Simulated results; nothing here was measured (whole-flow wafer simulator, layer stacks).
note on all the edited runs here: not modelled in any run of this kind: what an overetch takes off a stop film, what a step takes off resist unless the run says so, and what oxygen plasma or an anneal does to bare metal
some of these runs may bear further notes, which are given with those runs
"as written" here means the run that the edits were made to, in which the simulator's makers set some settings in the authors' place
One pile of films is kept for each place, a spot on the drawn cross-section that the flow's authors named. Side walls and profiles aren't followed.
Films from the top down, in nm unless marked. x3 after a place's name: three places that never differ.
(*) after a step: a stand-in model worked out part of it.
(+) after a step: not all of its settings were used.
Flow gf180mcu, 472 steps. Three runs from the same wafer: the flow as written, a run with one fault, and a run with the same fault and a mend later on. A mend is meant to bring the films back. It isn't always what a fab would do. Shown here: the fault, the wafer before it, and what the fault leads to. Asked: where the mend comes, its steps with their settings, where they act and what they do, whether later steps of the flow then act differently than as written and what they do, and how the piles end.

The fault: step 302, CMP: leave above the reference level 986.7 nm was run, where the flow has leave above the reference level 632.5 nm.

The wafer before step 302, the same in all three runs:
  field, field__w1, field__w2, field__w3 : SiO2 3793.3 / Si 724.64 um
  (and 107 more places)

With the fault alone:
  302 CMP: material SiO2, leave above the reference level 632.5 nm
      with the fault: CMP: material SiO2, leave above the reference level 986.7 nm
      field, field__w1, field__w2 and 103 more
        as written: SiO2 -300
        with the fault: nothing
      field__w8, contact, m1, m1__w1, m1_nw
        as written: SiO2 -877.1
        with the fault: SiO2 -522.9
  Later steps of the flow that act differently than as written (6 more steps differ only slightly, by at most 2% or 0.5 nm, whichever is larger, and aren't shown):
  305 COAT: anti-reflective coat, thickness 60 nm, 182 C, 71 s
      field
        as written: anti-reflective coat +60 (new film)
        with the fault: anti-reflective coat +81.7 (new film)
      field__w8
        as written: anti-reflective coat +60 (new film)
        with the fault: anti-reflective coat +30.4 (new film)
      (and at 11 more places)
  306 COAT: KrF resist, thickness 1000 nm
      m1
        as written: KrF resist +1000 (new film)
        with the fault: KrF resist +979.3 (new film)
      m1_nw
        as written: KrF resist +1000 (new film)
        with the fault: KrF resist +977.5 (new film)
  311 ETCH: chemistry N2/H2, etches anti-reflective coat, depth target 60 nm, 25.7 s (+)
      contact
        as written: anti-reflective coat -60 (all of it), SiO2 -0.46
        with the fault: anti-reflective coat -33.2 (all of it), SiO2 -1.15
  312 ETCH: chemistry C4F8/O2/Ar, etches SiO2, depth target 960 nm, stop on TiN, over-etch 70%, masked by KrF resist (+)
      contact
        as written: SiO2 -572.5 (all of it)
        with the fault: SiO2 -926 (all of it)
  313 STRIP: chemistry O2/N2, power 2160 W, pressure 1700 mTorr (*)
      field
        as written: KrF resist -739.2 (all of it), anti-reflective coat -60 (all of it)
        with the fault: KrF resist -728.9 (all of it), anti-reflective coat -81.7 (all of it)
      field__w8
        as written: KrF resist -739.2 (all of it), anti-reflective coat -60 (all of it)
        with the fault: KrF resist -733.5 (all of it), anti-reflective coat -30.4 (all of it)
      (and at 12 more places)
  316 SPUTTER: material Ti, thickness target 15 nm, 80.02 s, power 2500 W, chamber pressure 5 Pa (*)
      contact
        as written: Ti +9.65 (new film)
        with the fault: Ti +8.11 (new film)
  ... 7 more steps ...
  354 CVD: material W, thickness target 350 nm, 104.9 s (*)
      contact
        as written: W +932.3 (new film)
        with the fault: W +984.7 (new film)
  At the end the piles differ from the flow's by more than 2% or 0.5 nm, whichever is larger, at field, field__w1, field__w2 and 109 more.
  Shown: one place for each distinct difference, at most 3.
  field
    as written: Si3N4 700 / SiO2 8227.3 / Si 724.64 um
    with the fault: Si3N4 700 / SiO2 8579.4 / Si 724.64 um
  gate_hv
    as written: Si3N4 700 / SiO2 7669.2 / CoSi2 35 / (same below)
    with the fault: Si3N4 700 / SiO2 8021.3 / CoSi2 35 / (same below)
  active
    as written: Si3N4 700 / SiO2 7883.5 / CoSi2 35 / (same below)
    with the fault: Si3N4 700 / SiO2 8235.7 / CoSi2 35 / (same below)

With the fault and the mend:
  The mend comes after step 302.
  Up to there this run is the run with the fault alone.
  302a CMP: material SiO2, leave above the reference level 632.5 nm (the flow's step 302 once more)
      field, field__w1, field__w2 and 103 more
        SiO2 -300
      field__w8, contact, m1, m1__w1, m1_nw
        SiO2 -354.2
  No later step of the flow acts differently than as written at any place that is followed.
  At the end the piles are the same as the flow's at every place that both follow.
